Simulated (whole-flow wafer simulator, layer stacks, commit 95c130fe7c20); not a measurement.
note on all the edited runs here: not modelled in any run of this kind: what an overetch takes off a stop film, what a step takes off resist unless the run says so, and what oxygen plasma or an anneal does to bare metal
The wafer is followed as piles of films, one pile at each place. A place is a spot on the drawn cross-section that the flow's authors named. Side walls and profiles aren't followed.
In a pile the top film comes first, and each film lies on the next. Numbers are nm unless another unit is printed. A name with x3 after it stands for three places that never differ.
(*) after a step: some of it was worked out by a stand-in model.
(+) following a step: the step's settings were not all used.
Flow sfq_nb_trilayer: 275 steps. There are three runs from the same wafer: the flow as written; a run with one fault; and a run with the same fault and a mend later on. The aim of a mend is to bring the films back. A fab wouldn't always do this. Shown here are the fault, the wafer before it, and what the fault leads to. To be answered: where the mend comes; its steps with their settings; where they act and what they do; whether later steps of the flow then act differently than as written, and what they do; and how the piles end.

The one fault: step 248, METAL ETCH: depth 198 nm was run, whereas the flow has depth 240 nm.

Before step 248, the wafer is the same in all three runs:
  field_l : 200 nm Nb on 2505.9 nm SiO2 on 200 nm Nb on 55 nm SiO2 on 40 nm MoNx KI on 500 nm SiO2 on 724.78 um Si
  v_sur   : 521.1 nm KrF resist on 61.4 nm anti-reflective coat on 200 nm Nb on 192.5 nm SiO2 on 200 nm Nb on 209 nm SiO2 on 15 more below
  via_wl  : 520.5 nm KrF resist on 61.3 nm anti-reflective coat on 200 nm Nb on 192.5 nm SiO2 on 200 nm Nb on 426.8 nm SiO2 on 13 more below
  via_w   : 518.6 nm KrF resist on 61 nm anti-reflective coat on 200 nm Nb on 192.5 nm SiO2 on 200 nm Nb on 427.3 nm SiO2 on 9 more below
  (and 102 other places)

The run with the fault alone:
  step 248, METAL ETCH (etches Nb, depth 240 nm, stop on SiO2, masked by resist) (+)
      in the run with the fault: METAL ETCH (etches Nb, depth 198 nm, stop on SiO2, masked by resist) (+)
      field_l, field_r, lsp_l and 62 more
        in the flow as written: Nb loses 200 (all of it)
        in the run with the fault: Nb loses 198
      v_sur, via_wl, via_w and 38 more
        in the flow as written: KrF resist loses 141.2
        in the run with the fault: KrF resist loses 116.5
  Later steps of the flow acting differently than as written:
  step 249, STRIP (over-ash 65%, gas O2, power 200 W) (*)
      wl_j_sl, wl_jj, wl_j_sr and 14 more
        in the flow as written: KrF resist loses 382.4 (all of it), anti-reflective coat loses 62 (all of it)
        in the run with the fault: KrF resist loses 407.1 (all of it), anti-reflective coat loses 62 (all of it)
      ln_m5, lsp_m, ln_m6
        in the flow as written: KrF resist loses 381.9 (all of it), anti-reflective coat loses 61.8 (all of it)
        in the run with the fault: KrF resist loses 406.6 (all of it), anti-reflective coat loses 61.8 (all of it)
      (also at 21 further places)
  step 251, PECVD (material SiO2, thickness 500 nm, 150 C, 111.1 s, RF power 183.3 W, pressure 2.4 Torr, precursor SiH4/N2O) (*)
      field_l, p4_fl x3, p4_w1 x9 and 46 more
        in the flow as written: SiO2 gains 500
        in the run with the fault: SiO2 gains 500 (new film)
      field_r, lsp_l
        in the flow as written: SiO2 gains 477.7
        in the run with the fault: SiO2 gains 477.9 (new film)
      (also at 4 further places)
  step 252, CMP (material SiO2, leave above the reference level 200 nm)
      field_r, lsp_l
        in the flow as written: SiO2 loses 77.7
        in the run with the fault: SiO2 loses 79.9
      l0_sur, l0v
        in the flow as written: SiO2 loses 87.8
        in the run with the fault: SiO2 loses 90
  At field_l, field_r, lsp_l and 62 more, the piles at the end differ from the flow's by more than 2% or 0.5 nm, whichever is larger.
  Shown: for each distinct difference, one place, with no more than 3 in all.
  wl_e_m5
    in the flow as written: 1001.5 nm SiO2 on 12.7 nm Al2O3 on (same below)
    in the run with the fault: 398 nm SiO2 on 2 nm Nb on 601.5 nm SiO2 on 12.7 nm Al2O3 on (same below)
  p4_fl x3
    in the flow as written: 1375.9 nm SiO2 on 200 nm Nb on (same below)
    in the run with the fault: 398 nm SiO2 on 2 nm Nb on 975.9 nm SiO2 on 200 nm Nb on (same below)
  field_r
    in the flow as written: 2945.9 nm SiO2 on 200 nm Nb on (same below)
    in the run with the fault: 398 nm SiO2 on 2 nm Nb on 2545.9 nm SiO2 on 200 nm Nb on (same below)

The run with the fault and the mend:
  After step 248 comes the mend.
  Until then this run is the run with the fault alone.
  step 248a, METAL ETCH (etches Nb, depth 42 nm, stop on SiO2, masked by resist) (+) (the flow's step 248 again, with other settings)
      field_l, field_r, lsp_l and 62 more
        Nb loses 2 (all of it)
      v_sur, via_wl, via_w and 38 more
        KrF resist loses 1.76
  Later steps of the flow acting differently than as written:
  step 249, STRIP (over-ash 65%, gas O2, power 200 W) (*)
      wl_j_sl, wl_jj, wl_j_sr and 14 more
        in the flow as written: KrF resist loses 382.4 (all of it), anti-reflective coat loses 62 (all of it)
        in the run with the mend: KrF resist loses 405.3 (all of it), anti-reflective coat loses 62 (all of it)
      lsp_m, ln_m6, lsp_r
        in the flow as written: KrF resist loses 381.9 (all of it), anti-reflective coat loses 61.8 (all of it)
        in the run with the mend: KrF resist loses 404.9 (all of it), anti-reflective coat loses 61.8 (all of it)
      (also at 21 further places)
  By the end, the piles equal the flow's at every place that both follow.
